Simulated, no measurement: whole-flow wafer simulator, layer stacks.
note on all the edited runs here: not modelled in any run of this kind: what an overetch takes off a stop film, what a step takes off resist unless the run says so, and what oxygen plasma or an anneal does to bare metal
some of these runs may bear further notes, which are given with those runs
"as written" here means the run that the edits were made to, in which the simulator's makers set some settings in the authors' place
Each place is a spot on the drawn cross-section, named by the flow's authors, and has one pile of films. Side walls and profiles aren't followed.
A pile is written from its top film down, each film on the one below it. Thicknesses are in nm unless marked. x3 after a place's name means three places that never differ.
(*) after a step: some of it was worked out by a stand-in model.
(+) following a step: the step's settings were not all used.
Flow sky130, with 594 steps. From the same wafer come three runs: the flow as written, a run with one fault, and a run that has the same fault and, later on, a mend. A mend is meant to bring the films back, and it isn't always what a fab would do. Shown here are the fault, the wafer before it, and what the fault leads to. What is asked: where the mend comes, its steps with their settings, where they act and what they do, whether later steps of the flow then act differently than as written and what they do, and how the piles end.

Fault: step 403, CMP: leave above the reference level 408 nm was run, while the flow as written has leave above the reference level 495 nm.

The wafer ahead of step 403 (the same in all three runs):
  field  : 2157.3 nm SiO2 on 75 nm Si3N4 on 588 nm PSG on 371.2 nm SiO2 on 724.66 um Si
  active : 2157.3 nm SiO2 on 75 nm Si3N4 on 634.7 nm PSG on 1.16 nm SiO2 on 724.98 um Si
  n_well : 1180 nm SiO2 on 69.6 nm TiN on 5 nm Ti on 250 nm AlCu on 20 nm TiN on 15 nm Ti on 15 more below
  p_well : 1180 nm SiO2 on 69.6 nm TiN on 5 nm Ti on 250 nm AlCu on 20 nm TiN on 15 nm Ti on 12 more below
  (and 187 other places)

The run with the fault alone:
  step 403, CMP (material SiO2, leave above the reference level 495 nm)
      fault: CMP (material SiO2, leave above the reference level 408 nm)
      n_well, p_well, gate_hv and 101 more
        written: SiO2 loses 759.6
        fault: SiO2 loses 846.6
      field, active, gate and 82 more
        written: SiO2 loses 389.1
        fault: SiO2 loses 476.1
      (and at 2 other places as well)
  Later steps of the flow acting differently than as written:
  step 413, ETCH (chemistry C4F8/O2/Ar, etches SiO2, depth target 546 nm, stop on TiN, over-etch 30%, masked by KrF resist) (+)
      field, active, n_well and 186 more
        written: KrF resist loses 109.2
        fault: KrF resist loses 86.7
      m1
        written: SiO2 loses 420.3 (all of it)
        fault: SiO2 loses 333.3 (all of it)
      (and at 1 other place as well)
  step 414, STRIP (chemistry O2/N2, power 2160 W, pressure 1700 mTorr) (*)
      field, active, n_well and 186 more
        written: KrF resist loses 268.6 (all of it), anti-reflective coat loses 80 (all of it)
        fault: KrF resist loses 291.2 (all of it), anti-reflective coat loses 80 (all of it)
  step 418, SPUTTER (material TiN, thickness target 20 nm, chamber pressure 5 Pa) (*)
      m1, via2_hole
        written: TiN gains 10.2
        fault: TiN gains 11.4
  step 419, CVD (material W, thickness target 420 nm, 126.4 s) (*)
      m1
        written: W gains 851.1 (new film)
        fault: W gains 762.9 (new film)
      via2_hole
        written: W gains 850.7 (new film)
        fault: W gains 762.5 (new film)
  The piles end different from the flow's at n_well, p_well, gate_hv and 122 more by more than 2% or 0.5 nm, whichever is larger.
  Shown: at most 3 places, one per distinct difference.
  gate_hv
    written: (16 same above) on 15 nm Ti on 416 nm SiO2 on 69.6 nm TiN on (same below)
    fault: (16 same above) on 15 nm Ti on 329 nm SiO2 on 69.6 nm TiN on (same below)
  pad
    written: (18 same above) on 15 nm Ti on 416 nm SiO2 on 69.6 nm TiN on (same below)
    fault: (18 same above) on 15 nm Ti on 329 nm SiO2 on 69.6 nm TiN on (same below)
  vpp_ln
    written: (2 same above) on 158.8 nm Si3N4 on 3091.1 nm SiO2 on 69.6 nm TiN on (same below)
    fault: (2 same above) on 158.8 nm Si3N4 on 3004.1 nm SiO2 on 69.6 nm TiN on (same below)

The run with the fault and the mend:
  After step 403 comes the mend.
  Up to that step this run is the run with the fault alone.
  step 403a, HDPCVD (thickness target 87 nm) (*) (the flow's step 402 again, with other settings)
      field, active, n_well and 188 more
        SiO2 gains 87
  None of the later steps of the flow differs from how it acts as written, at any place that is followed, by more than 2% or 0.5 nm, whichever is larger.
  At every place that both follow, the piles at the end match the flow's.
